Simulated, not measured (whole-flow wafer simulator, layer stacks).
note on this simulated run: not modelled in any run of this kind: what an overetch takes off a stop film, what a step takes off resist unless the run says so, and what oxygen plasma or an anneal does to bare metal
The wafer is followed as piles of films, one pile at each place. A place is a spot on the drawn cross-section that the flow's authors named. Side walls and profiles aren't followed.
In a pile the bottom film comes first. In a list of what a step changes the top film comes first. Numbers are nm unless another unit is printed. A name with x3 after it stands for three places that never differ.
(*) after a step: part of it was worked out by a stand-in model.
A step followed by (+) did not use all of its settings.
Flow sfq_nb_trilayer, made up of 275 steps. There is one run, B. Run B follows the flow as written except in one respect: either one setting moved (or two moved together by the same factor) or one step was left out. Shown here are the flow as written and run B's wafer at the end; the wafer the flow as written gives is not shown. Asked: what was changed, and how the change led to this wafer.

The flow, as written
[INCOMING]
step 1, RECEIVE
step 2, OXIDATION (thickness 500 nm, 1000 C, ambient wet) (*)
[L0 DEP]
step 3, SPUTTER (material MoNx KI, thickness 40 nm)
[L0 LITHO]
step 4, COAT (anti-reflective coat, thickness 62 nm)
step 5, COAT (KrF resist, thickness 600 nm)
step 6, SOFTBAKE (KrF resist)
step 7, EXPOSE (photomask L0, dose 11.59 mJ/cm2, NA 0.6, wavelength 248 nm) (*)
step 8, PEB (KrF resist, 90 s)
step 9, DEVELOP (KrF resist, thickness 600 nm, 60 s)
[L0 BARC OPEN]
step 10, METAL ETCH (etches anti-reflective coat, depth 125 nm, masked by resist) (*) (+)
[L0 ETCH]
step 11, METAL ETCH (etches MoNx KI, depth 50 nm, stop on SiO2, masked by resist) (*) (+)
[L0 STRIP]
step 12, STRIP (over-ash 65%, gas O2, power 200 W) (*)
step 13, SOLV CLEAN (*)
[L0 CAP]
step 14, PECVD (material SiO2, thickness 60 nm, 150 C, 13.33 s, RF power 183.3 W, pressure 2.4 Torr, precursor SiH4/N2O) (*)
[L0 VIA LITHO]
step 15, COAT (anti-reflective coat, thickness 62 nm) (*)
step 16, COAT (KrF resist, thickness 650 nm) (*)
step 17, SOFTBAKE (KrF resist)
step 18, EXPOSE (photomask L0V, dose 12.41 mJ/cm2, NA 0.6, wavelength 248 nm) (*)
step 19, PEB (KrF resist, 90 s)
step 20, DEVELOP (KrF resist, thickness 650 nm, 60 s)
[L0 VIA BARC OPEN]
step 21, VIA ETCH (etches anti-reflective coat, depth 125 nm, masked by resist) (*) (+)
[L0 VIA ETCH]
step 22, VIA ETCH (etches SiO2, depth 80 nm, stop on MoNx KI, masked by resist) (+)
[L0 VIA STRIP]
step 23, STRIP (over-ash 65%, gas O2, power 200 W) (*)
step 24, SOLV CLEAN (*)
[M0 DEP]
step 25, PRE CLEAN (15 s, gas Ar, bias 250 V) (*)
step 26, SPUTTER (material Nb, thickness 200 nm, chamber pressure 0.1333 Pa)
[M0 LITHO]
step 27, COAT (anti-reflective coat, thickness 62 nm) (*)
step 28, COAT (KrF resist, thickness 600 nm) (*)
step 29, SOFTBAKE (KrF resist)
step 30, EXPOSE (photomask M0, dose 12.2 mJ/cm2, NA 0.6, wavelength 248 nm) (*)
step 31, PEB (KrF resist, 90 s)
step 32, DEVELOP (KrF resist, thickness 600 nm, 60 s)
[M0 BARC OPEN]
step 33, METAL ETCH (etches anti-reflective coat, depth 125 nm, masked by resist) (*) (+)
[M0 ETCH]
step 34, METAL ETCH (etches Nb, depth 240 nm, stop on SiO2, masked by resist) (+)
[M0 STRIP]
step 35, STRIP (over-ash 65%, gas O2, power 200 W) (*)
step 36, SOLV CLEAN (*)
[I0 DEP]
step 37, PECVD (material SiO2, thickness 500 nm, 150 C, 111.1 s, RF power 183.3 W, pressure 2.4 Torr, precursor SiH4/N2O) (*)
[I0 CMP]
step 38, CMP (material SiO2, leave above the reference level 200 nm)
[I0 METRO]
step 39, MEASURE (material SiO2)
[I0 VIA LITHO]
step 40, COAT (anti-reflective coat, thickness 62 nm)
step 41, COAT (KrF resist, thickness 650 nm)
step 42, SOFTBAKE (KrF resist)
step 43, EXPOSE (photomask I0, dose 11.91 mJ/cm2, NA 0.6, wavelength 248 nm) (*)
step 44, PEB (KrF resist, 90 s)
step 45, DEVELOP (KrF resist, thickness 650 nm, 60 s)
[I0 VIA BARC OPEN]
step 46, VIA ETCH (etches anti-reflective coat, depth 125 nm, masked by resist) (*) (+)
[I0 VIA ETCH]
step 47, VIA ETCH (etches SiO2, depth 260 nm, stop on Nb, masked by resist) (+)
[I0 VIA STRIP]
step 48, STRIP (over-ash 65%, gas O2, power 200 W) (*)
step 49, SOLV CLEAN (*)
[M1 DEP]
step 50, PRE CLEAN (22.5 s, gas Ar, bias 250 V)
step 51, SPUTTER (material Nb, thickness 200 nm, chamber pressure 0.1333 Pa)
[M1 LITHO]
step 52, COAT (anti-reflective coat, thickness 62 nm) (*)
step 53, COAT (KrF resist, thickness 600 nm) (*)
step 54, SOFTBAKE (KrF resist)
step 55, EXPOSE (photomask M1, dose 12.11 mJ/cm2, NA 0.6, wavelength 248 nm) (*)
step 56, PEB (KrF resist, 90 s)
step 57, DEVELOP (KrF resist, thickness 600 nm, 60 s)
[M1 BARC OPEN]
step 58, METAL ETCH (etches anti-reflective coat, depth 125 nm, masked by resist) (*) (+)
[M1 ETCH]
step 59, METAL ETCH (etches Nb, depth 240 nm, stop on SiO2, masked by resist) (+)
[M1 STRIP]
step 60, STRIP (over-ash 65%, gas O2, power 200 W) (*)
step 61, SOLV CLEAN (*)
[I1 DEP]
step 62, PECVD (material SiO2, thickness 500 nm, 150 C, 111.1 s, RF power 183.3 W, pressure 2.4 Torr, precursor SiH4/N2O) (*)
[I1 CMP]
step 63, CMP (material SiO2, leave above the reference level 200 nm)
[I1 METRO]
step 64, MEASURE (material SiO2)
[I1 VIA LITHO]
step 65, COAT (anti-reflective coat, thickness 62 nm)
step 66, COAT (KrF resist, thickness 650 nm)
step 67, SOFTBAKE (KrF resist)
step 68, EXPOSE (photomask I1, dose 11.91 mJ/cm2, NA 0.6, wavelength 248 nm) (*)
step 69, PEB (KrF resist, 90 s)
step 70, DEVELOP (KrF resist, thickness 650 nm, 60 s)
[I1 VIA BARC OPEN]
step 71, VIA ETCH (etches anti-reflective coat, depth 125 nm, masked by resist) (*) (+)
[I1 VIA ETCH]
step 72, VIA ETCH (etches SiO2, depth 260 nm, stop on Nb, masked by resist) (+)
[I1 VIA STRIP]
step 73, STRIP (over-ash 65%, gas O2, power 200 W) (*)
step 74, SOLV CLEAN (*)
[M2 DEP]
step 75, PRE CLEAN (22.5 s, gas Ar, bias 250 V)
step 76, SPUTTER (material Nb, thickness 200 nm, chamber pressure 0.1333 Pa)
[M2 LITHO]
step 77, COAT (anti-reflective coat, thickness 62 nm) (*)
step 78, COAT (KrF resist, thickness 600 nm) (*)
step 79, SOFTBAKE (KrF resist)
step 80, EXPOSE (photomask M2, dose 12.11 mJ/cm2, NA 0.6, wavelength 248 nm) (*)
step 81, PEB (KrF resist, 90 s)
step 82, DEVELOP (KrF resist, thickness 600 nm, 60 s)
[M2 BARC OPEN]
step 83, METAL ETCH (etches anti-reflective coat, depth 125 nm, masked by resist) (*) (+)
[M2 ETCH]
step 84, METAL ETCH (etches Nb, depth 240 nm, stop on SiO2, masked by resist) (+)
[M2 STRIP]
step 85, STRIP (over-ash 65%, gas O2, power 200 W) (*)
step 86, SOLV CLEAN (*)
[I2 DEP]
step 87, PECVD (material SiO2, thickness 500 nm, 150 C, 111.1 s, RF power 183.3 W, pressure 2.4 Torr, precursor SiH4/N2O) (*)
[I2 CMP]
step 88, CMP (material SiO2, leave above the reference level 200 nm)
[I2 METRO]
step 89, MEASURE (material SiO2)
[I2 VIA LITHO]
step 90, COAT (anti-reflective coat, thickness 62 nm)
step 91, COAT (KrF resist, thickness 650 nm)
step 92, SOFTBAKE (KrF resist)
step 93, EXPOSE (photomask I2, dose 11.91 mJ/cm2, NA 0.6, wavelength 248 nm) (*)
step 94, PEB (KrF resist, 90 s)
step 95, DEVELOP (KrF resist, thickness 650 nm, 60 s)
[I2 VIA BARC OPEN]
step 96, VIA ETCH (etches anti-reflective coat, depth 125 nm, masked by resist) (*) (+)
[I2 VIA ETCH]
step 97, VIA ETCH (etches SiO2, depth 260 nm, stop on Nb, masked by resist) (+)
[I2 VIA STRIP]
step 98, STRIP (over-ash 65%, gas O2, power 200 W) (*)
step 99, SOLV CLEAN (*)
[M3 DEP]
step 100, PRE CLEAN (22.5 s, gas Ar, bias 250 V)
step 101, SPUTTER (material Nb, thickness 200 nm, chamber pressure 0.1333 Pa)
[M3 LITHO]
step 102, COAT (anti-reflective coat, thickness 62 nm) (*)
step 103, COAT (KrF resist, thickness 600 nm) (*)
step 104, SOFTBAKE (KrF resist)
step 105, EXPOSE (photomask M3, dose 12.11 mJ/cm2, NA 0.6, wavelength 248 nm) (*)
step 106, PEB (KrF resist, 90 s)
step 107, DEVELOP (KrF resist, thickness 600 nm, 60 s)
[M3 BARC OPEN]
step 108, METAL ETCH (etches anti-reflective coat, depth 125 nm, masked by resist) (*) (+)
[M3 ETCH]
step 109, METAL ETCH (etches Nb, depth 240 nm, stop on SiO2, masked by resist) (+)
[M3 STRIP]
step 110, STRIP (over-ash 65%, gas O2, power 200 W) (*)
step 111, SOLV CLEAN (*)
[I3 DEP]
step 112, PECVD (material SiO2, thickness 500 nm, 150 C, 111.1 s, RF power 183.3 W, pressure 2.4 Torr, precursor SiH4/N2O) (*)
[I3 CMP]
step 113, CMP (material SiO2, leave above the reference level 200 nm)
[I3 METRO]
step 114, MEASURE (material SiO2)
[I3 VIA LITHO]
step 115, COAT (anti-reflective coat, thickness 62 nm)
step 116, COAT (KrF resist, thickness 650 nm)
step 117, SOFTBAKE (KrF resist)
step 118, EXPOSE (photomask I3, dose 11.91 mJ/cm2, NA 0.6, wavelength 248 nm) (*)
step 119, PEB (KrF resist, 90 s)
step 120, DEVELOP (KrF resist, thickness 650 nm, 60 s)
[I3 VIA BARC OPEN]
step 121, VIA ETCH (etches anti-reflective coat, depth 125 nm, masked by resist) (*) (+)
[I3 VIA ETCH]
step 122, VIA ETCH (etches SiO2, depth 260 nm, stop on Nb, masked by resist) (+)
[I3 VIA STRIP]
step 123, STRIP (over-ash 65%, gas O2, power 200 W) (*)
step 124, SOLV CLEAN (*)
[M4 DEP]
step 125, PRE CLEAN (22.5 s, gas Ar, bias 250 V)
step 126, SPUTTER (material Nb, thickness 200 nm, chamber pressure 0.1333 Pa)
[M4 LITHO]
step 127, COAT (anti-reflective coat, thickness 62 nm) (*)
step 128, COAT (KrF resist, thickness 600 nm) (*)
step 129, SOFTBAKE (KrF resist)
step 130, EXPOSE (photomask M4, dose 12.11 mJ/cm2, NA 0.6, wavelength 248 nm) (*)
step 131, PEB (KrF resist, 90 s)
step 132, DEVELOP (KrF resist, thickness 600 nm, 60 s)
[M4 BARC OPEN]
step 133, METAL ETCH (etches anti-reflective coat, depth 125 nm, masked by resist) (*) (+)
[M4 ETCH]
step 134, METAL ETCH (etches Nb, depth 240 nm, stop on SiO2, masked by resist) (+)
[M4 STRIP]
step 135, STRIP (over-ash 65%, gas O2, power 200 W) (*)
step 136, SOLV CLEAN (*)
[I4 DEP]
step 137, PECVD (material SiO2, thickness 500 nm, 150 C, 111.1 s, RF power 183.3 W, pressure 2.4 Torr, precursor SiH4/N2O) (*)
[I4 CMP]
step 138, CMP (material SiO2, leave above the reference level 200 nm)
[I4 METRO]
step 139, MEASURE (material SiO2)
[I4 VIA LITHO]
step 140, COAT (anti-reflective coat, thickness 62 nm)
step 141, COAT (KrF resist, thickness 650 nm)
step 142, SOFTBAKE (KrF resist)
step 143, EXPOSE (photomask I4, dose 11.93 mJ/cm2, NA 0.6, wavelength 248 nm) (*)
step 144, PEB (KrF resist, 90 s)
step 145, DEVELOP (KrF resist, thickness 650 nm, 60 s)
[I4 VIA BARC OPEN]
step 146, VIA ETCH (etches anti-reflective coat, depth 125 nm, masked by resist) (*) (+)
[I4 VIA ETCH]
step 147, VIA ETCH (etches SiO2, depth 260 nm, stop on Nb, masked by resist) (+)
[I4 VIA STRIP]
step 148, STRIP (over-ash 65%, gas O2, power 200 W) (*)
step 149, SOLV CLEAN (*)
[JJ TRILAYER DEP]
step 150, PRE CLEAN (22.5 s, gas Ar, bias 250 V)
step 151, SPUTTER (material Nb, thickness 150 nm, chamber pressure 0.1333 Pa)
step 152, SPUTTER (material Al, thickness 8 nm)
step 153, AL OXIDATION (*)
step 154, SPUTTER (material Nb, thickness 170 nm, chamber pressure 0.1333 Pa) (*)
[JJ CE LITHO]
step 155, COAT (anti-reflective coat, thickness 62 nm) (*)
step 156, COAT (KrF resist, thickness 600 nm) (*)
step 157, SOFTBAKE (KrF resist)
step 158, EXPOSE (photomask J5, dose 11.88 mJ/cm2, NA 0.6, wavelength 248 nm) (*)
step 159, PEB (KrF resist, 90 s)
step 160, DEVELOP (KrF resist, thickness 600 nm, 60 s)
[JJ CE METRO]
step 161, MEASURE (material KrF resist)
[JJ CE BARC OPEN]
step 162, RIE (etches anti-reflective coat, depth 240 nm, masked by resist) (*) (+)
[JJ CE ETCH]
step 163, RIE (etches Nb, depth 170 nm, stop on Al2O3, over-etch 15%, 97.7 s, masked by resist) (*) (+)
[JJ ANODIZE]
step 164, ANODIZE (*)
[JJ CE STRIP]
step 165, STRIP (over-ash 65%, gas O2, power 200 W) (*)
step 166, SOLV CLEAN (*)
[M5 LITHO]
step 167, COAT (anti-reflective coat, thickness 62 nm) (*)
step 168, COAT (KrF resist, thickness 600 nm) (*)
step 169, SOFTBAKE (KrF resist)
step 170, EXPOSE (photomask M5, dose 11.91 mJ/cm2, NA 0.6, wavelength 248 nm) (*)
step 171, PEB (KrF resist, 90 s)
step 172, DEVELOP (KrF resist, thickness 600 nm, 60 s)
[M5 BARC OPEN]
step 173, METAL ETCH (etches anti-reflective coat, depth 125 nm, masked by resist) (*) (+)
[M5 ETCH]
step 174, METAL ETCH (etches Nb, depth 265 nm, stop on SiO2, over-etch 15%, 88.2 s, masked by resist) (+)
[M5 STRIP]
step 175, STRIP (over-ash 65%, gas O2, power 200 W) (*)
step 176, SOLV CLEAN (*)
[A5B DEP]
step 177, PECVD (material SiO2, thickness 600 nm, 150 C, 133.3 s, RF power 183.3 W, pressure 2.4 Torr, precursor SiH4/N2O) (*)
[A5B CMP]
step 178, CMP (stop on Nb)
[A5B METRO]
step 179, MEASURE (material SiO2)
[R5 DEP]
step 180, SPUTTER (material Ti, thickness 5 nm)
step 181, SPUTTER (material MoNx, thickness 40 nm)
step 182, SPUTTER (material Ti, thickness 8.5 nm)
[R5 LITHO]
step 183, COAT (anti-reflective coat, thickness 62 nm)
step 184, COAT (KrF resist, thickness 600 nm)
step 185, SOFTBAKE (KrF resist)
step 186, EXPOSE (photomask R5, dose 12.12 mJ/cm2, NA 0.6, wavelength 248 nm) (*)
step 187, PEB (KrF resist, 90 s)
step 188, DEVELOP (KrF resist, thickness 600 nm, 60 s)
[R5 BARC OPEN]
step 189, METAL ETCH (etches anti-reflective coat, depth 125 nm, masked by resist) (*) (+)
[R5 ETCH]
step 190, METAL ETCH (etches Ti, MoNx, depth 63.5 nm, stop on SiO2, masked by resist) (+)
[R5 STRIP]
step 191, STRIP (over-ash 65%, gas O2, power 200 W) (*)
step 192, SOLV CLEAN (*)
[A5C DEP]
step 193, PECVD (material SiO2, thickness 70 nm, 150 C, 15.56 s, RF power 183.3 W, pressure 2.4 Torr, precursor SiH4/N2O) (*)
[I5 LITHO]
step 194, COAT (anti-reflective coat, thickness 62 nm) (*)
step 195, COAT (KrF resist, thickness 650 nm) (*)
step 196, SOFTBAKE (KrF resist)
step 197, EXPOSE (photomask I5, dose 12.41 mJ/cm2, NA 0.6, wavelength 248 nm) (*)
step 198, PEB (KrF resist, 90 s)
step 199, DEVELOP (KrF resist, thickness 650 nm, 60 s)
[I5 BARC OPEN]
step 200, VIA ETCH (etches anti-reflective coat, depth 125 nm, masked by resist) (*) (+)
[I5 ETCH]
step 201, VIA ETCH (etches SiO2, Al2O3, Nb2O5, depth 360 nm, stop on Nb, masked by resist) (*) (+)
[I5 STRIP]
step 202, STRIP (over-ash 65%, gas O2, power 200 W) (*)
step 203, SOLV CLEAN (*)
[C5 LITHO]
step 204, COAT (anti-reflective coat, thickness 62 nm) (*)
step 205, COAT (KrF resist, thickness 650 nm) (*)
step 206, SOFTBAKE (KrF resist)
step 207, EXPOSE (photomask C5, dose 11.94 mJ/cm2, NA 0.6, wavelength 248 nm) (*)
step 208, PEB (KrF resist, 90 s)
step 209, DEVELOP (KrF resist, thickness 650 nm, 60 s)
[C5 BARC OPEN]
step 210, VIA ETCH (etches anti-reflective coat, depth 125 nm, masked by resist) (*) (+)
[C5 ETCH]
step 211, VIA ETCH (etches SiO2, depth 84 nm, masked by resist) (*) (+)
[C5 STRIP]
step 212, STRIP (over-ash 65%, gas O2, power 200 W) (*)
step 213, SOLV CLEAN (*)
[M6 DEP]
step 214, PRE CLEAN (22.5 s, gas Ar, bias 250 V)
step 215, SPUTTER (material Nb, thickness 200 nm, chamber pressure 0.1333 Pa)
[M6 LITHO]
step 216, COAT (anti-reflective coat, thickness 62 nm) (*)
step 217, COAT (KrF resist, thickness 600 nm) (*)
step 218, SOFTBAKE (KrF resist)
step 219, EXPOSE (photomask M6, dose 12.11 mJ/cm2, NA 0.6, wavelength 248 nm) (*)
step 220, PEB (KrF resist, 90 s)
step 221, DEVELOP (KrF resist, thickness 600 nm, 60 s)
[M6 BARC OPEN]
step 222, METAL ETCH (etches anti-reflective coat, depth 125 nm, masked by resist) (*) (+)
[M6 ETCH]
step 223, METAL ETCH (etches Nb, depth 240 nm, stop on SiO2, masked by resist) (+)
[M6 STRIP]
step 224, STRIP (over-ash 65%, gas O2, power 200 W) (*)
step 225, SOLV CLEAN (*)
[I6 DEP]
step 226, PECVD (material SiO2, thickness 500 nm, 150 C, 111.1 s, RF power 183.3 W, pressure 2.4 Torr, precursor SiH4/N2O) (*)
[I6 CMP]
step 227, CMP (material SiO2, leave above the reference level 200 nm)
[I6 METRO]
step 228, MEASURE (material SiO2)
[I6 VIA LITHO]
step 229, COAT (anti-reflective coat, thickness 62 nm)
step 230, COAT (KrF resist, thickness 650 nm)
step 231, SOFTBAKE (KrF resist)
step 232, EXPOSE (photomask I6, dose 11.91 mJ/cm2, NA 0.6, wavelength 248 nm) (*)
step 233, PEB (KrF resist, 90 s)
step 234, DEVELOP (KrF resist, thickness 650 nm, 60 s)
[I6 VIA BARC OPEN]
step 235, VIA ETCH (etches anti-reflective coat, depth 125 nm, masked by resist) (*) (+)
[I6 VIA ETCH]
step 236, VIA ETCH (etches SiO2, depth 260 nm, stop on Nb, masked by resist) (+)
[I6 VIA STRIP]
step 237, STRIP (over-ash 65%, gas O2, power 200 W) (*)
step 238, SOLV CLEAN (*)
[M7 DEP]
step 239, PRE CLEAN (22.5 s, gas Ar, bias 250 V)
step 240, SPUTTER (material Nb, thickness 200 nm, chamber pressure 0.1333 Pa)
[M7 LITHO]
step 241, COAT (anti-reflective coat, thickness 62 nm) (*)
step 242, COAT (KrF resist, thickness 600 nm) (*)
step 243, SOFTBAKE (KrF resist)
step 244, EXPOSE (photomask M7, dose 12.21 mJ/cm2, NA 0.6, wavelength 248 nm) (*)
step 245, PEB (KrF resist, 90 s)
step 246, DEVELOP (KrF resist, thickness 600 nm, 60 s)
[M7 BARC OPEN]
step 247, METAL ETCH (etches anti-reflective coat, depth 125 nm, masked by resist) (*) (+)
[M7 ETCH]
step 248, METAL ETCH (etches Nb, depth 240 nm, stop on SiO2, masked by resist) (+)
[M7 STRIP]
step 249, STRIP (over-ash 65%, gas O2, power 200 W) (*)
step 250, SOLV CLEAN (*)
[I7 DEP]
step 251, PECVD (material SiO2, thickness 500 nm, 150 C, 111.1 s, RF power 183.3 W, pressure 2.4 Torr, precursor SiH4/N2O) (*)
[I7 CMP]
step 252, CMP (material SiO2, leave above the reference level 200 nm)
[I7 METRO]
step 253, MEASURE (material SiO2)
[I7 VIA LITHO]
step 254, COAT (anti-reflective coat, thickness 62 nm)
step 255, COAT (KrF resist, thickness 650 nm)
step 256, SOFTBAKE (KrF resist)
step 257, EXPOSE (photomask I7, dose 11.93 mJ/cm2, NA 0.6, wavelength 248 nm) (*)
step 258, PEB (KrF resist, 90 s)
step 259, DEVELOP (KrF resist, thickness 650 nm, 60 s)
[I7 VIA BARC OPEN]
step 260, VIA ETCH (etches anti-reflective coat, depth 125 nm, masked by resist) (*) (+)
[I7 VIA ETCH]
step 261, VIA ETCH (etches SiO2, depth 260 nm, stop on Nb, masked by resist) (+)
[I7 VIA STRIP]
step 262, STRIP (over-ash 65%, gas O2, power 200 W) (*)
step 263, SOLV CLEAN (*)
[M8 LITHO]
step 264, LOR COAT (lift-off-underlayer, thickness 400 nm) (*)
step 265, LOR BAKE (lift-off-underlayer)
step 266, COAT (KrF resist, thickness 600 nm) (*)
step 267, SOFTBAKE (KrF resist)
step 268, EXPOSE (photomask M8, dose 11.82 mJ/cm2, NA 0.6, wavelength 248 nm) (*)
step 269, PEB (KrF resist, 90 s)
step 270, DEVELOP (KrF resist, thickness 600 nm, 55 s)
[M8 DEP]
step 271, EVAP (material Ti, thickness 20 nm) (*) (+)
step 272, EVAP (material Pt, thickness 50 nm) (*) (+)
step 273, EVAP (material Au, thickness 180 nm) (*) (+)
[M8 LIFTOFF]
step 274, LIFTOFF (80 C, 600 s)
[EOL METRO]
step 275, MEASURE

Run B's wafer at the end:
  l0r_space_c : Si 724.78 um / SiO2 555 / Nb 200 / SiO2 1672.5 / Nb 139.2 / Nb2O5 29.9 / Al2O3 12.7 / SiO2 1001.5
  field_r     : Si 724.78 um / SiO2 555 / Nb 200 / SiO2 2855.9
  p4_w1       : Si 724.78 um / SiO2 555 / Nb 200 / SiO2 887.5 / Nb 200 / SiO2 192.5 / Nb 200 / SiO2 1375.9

What caused this: step 38, CMP: leave above the reference level 110 nm was run, while the flow as written has leave above the reference level 200 nm.

How this came from the change, step by step:
  step 38, CMP (material SiO2, leave above the reference level 200 nm)
      v_sur, via_wl, via_w and 94 more: SiO2 loses 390 (in the flow as written it would be: SiO2 loses 300)
      field_l, l0_sur, l0r_line_l, l0r_line_c, l0r_line_r: SiO2 loses 430 (in the flow as written it would be: SiO2 loses 340)
      (also at 4 further places)
  step 47, VIA ETCH (etches SiO2, depth 260 nm, stop on Nb, masked by resist) (+)
      field_l, v_sur, via_wl and 102 more: KrF resist loses 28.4 (in the flow as written it would be: KrF resist loses 44.8)
      via_w: SiO2 loses 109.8 (all of it) (in the flow as written it would be: SiO2 loses 199.8 (all of it))
  step 48, STRIP (over-ash 65%, gas O2, power 200 W) (*)
      field_l, v_sur, via_wl and 102 more: KrF resist loses 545 (all of it), anti-reflective coat loses 62 (all of it) (in the flow as written it would be: KrF resist loses 528.6 (all of it), anti-reflective coat loses 62 (all of it))
  step 51, SPUTTER (material Nb, thickness 200 nm, chamber pressure 0.1333 Pa)
      via_w: Nb gains 192.5 (in the flow as written it would be: Nb gains 174.5)
  step 52, COAT (anti-reflective coat, thickness 62 nm) (*)
      v_sur: anti-reflective coat gains 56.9 (new film) (in the flow as written it would be: anti-reflective coat gains 61.1 (new film))
      via_wl: anti-reflective coat gains 33.1 (new film) (in the flow as written it would be: anti-reflective coat gains 33.8 (new film))
      (also at 3 further places)
  step 53, COAT (KrF resist, thickness 600 nm) (*)
      via_w: KrF resist gains 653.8 (new film) (in the flow as written it would be: KrF resist gains 731.8 (new film))
      via_wr: KrF resist gains 614.4 (new film) (in the flow as written it would be: KrF resist gains 602.1 (new film))
  step 60, STRIP (over-ash 65%, gas O2, power 200 W) (*)
      v_sur: KrF resist loses 376.8 (all of it), anti-reflective coat loses 56.9 (all of it) (in the flow as written it would be: KrF resist loses 365.9 (all of it), anti-reflective coat loses 61.1 (all of it))
      via_wl: KrF resist loses 396.7 (all of it), anti-reflective coat loses 33.1 (all of it) (in the flow as written it would be: KrF resist loses 385.5 (all of it), anti-reflective coat loses 33.8 (all of it))
      (also at 3 further places)
  step 62, PECVD (material SiO2, thickness 500 nm, 150 C, 111.1 s, RF power 183.3 W, pressure 2.4 Torr, precursor SiH4/N2O) (*)
      via_w: SiO2 gains 500 (new film) (in the flow as written it would be: SiO2 gains 606 (new film))
